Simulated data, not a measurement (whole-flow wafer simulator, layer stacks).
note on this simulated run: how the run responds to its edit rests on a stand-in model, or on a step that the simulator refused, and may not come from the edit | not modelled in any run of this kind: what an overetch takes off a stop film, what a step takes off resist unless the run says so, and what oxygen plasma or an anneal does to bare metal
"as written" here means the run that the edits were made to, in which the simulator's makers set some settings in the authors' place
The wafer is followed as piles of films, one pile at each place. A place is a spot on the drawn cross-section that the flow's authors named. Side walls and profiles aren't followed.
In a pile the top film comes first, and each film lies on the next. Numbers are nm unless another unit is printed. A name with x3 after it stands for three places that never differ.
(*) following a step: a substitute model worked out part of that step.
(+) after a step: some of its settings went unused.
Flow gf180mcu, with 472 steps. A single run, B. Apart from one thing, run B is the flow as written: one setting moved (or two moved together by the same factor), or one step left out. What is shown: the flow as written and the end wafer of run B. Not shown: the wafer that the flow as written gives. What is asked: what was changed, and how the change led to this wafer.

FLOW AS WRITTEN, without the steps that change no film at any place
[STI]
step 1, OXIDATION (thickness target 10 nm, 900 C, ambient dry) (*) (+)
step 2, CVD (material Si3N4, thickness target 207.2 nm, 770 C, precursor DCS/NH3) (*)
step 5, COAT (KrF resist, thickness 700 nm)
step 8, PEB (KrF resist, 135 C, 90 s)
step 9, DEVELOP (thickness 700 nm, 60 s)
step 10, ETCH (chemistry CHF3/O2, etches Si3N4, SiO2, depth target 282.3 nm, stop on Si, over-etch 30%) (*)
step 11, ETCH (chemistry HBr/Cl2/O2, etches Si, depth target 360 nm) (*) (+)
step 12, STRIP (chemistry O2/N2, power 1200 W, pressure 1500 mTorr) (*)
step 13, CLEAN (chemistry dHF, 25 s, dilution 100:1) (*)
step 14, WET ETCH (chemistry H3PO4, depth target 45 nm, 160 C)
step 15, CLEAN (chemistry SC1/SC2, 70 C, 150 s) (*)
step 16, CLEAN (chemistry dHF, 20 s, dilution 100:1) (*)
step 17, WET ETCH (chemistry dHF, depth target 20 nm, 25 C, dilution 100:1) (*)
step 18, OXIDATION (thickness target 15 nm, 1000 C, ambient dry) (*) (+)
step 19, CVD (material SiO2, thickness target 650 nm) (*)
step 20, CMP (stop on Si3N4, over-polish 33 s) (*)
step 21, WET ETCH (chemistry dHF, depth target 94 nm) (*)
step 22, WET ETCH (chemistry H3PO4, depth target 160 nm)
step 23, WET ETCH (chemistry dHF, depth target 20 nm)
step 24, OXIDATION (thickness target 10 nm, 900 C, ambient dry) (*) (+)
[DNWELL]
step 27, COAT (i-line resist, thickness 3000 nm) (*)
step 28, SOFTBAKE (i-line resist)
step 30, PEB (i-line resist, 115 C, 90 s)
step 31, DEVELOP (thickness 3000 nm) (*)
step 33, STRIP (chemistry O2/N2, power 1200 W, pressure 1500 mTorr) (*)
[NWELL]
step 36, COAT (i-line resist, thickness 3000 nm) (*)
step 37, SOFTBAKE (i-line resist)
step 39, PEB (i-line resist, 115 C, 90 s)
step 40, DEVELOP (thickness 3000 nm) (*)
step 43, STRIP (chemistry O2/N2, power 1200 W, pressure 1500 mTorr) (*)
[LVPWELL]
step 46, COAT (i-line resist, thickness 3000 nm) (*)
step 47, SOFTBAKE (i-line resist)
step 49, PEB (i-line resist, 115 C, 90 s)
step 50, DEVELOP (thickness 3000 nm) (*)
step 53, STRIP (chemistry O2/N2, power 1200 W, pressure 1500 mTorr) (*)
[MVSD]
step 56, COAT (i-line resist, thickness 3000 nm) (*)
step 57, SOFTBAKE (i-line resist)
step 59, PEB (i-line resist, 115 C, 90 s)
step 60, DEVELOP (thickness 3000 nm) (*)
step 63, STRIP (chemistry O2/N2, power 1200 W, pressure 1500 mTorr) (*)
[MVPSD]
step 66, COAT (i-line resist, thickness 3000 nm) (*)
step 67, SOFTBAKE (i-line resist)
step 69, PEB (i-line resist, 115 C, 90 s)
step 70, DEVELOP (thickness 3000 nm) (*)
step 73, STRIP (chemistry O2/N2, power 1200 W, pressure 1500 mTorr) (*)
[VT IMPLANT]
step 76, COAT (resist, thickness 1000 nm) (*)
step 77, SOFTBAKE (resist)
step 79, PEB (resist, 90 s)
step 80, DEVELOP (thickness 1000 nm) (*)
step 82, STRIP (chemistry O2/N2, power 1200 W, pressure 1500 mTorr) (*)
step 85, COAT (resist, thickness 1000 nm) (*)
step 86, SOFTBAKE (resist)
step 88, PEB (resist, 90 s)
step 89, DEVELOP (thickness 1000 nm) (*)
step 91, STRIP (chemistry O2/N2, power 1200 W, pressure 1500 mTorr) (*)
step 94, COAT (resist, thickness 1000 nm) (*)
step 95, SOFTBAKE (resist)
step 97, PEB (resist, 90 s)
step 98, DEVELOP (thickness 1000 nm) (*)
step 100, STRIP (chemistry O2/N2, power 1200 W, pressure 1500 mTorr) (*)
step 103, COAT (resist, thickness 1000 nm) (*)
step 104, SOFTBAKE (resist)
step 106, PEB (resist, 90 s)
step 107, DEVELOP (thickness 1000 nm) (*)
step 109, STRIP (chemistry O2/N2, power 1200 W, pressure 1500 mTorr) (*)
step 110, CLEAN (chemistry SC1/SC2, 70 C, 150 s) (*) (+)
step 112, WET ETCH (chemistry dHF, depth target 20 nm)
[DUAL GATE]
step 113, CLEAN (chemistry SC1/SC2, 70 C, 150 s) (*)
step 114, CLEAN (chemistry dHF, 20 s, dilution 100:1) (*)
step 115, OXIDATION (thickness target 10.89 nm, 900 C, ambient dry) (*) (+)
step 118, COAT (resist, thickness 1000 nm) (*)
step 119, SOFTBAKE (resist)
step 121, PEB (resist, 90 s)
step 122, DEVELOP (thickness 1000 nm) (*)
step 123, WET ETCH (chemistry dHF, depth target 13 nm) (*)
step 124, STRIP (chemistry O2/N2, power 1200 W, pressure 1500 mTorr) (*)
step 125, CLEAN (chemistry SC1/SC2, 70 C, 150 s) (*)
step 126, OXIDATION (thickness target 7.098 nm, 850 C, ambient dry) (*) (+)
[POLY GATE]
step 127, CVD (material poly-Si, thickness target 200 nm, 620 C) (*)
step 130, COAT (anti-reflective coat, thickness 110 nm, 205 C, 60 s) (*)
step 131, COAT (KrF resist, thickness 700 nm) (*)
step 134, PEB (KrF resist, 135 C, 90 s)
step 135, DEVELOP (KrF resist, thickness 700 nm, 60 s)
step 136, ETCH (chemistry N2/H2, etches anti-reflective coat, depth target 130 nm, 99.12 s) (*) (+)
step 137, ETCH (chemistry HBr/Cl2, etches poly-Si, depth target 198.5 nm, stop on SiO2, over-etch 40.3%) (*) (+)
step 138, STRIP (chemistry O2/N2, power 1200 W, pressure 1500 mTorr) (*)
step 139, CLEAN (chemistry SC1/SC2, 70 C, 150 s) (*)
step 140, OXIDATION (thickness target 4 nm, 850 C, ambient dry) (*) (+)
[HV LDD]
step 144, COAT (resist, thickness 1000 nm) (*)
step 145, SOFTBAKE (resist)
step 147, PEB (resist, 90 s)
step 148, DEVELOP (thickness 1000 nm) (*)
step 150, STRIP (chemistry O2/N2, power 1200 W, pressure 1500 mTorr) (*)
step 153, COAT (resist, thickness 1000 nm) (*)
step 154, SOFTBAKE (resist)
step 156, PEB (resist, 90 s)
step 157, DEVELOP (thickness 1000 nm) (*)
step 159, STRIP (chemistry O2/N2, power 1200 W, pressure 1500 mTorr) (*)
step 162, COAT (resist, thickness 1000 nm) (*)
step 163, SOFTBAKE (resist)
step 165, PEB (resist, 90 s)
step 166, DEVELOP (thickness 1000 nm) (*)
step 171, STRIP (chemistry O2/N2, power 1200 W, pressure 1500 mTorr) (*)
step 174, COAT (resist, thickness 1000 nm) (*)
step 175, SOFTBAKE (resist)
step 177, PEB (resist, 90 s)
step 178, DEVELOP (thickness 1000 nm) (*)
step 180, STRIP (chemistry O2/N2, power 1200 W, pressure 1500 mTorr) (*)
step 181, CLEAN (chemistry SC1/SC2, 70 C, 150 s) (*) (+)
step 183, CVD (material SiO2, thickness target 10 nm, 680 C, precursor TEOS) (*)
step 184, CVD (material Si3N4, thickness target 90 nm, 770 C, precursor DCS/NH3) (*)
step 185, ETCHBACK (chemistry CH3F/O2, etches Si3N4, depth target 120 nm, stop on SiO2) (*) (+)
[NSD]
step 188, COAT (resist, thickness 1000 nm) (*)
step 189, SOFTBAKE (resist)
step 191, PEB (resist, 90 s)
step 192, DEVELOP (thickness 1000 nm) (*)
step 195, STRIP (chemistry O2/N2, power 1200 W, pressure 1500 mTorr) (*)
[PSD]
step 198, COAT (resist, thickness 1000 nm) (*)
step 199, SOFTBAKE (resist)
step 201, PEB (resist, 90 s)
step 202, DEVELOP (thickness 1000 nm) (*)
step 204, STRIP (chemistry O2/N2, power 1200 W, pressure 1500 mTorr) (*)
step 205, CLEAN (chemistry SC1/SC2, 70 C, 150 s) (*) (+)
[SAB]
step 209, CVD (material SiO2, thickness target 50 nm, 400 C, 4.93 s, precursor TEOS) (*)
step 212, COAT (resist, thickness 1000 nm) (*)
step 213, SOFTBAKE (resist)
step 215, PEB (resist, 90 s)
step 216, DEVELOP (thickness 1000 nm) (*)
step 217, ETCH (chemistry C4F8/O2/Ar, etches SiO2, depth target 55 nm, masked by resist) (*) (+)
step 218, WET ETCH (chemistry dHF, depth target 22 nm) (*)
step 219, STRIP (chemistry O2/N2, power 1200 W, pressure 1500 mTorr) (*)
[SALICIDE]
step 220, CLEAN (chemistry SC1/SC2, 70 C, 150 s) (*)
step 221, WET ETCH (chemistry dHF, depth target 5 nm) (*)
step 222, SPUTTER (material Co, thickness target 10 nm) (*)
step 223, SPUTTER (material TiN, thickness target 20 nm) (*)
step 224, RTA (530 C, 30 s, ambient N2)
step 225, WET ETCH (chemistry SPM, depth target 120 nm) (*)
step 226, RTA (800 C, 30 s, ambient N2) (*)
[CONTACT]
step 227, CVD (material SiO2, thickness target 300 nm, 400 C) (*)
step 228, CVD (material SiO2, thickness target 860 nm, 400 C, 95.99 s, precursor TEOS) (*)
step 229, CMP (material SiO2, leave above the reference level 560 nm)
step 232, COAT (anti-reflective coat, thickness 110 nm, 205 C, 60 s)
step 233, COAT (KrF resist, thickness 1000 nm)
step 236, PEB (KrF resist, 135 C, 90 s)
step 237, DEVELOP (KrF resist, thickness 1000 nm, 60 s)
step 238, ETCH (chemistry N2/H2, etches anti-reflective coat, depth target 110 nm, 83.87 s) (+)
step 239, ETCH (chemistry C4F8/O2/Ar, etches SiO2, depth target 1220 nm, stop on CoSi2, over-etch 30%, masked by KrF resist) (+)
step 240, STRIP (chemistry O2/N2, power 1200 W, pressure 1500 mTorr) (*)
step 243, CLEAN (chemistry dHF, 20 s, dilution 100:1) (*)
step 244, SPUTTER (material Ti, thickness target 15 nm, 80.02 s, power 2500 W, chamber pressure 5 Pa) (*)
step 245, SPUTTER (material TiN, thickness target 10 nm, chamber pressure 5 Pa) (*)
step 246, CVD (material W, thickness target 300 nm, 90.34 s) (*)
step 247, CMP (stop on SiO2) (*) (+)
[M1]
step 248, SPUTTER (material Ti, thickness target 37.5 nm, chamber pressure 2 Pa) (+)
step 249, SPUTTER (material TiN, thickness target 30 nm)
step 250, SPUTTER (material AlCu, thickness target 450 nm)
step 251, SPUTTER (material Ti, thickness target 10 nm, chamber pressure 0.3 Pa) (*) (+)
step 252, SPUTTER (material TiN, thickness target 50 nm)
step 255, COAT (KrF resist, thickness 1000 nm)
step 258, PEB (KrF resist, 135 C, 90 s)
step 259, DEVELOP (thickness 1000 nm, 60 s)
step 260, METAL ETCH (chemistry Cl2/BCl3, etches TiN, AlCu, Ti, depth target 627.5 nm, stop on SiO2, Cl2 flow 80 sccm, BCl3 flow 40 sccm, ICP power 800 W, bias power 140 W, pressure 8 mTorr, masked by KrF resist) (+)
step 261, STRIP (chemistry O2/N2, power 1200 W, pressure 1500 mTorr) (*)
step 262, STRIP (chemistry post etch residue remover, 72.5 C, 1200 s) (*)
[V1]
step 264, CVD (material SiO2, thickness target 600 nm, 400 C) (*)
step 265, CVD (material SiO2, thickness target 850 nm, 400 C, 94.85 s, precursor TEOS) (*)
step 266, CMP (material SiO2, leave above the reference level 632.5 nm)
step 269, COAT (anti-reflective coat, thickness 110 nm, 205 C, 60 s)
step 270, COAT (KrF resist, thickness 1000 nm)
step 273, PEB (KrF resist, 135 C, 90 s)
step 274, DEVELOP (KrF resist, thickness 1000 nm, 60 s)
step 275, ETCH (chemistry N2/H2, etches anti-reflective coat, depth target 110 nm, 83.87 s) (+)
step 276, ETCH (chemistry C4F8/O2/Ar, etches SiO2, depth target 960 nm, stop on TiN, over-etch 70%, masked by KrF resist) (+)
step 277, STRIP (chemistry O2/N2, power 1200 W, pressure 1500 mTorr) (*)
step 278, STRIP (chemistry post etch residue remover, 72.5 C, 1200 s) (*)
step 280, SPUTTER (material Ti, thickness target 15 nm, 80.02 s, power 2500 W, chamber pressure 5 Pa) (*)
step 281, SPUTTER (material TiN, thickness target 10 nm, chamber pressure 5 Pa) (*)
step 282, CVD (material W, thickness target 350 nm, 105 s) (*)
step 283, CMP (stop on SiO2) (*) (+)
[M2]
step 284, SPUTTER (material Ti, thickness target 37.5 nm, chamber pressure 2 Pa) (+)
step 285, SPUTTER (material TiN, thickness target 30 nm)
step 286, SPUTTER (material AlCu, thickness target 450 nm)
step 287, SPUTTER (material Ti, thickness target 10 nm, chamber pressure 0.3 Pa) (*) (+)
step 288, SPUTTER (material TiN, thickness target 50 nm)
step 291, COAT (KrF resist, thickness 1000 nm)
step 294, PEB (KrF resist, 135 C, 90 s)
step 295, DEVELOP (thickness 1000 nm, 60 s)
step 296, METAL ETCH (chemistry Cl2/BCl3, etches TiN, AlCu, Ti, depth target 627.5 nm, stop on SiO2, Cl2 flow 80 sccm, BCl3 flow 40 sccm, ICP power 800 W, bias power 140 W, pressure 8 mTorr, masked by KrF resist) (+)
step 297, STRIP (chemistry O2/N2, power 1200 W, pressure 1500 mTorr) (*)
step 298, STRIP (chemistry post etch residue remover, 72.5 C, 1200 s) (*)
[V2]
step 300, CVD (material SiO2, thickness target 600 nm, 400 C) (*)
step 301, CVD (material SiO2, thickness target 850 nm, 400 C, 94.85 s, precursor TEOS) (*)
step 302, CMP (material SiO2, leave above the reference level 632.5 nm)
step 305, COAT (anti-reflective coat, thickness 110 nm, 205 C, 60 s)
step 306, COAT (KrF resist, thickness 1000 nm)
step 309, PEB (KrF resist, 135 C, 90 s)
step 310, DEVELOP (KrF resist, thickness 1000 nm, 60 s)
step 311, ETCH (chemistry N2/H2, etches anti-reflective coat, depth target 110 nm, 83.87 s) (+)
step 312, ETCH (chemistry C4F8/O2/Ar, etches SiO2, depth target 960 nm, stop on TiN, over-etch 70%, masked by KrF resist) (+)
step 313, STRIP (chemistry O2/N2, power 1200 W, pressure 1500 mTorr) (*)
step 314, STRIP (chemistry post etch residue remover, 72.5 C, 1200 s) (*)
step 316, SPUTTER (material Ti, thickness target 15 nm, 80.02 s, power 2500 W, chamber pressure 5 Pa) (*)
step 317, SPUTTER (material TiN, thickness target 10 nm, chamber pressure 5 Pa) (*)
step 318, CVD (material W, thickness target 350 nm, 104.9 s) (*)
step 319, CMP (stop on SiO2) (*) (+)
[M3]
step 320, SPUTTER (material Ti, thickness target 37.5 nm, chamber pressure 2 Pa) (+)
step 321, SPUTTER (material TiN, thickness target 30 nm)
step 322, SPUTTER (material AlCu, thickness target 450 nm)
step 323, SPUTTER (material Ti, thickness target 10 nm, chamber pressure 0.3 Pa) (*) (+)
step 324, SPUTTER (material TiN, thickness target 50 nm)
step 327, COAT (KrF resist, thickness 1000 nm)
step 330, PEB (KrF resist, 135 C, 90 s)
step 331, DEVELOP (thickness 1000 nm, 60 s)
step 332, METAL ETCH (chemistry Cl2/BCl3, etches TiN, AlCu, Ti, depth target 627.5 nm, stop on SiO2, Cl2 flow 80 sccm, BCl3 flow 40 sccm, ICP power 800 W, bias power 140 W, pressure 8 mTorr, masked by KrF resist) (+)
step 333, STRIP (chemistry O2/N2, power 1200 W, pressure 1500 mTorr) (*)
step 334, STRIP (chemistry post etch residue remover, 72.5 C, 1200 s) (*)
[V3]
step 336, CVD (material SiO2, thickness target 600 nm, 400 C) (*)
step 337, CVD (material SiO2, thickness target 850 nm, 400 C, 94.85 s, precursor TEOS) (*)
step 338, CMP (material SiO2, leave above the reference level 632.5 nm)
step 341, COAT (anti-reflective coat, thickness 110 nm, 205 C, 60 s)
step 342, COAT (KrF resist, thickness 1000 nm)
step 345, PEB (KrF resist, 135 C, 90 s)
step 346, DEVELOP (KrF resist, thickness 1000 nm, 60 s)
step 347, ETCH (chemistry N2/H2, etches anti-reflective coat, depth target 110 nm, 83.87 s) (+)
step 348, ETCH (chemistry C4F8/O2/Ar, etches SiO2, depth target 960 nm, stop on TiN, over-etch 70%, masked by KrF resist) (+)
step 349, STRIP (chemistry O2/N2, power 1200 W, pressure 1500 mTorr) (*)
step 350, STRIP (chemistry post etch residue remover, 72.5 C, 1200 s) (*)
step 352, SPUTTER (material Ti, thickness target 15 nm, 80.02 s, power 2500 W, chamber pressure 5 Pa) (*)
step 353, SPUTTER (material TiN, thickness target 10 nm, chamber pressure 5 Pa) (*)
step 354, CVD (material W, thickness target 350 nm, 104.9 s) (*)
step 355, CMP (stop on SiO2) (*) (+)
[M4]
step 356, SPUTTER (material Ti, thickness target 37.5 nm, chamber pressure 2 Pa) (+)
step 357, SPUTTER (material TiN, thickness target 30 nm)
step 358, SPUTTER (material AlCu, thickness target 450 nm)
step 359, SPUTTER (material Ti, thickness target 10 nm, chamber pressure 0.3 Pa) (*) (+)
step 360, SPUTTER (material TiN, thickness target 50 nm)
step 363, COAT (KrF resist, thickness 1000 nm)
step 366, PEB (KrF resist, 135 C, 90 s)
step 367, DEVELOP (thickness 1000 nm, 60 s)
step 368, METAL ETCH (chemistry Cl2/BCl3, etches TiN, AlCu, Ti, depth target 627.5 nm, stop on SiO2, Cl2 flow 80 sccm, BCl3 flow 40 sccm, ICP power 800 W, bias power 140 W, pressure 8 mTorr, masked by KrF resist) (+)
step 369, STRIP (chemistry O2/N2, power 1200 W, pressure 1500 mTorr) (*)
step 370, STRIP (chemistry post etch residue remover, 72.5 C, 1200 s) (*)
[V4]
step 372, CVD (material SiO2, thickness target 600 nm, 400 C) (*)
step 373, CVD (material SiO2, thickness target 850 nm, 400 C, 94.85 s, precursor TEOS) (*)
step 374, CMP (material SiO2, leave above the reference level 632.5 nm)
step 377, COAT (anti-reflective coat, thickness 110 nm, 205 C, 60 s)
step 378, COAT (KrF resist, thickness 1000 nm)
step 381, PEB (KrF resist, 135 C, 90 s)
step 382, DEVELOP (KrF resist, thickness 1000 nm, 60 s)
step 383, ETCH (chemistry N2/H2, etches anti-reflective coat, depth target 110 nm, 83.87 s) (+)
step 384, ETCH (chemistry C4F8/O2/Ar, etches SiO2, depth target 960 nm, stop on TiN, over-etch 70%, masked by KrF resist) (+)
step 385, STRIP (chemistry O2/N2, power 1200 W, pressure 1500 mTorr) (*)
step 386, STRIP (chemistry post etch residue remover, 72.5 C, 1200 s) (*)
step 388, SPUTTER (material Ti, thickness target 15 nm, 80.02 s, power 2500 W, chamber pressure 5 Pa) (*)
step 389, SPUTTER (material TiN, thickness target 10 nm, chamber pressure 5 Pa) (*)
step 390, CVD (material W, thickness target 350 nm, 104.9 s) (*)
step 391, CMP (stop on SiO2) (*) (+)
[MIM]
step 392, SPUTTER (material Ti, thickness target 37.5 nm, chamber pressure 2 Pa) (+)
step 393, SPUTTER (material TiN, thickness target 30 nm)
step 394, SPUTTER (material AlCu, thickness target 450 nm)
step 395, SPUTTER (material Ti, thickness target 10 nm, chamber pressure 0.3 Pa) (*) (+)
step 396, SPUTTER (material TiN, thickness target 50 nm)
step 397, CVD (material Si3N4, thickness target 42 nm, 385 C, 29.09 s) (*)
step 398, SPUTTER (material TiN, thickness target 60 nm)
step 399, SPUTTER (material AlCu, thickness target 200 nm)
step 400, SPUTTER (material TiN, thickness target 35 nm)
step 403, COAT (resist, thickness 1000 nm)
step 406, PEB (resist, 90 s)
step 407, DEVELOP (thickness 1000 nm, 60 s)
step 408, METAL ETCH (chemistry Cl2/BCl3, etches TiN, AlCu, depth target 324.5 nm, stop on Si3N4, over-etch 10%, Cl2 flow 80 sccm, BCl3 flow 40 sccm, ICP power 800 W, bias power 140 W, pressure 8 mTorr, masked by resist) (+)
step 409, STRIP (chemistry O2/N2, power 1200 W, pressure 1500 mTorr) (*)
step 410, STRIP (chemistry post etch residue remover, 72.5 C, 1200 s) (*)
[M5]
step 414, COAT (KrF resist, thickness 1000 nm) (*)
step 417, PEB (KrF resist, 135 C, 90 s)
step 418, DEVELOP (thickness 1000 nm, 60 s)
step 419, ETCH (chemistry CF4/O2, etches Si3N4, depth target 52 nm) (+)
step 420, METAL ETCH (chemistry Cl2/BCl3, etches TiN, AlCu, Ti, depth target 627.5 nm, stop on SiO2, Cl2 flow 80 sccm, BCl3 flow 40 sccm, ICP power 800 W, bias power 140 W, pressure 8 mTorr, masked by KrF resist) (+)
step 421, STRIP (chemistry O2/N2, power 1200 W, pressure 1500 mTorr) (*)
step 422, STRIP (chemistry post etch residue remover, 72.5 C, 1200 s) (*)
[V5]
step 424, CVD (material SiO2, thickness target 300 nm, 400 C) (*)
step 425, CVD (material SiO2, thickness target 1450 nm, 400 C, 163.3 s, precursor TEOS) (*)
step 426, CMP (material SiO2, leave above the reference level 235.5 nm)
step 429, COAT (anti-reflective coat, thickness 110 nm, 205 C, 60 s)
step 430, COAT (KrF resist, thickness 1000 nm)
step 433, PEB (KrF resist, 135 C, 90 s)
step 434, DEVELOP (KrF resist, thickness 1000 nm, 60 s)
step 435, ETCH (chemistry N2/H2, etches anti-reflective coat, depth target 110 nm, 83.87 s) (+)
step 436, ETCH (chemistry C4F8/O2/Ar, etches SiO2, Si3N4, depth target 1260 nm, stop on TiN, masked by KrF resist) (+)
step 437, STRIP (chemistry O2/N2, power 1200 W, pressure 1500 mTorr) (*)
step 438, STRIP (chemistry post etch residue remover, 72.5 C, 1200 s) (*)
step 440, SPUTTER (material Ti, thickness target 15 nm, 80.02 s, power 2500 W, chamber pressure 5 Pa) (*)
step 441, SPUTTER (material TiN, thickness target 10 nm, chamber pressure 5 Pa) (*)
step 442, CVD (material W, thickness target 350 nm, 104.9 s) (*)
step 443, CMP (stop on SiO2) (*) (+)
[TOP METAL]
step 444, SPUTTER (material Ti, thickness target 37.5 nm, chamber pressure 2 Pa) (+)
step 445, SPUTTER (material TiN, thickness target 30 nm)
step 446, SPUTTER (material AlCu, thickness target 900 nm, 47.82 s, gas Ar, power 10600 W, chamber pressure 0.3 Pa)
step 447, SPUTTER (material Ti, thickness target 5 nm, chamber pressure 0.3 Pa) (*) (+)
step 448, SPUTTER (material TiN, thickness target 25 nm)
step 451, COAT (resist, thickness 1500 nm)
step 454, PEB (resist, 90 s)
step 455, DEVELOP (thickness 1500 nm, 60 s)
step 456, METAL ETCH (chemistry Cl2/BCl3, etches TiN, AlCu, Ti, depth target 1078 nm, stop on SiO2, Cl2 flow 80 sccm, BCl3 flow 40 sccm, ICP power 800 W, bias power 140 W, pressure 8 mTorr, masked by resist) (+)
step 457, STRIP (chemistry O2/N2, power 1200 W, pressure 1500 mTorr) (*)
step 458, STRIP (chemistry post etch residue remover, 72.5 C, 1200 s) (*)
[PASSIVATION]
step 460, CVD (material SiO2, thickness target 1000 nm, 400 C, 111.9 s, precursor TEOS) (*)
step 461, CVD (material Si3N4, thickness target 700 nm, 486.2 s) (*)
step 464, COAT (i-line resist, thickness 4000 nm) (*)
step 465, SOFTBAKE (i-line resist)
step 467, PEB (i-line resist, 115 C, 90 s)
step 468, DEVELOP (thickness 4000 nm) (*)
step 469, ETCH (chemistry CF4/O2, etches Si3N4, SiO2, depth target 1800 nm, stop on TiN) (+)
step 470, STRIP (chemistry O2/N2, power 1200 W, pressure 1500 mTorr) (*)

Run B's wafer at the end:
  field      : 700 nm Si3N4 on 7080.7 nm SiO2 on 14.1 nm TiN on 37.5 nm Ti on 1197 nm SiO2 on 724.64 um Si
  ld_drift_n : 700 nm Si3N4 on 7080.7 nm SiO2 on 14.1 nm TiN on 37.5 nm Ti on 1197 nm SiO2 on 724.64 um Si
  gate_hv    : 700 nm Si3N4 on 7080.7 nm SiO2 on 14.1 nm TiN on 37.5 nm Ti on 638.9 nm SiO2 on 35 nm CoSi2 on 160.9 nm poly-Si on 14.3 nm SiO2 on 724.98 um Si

What caused this: step 250, SPUTTER: thickness target 552 nm was run, while the flow as written has thickness target 450 nm.

Step by step, how the change led to this:
  step 250, SPUTTER (material AlCu, thickness target 450 nm)
      field, field__w1, field__w2 and 108 more: AlCu gains 552 (new film) (it would be, as written: AlCu gains 450 (new film))
  step 260, METAL ETCH (chemistry Cl2/BCl3, etches TiN, AlCu, Ti, depth target 627.5 nm, stop on SiO2, Cl2 flow 80 sccm, BCl3 flow 40 sccm, ICP power 800 W, bias power 140 W, pressure 8 mTorr, masked by KrF resist) (+)
      field, field__w1, field__w2 and 99 more: TiN loses 50 (all of it), Ti loses 10 (all of it), AlCu loses 552 (all of it), TiN loses 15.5 (it would be, as written: TiN loses 50 (all of it), Ti loses 10 (all of it), AlCu loses 450 (all of it), TiN loses 30 (all of it), Ti loses 37.5 (all of it))
  step 264, CVD (material SiO2, thickness target 600 nm, 400 C) (*)
      field, field__w1, field__w2 and 99 more: SiO2 gains 600 (new film) (it would be, as written: SiO2 gains 600)
  step 266, CMP (material SiO2, leave above the reference level 632.5 nm)
      field, field__w1, field__w2 and 99 more: SiO2 loses 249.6 (it would be, as written: SiO2 loses 300)
Taking metal films that touch as one body, field has 1 body; the flow as written gives 0 bodies.
Taking metal films that touch as one body, ld_drift_n has 1 body; the flow as written gives 0 bodies.
Taking metal films that touch as one body, gate_hv has 2 bodies (between them, from the top down: SiO2 638.9); the flow as written gives 1 body.
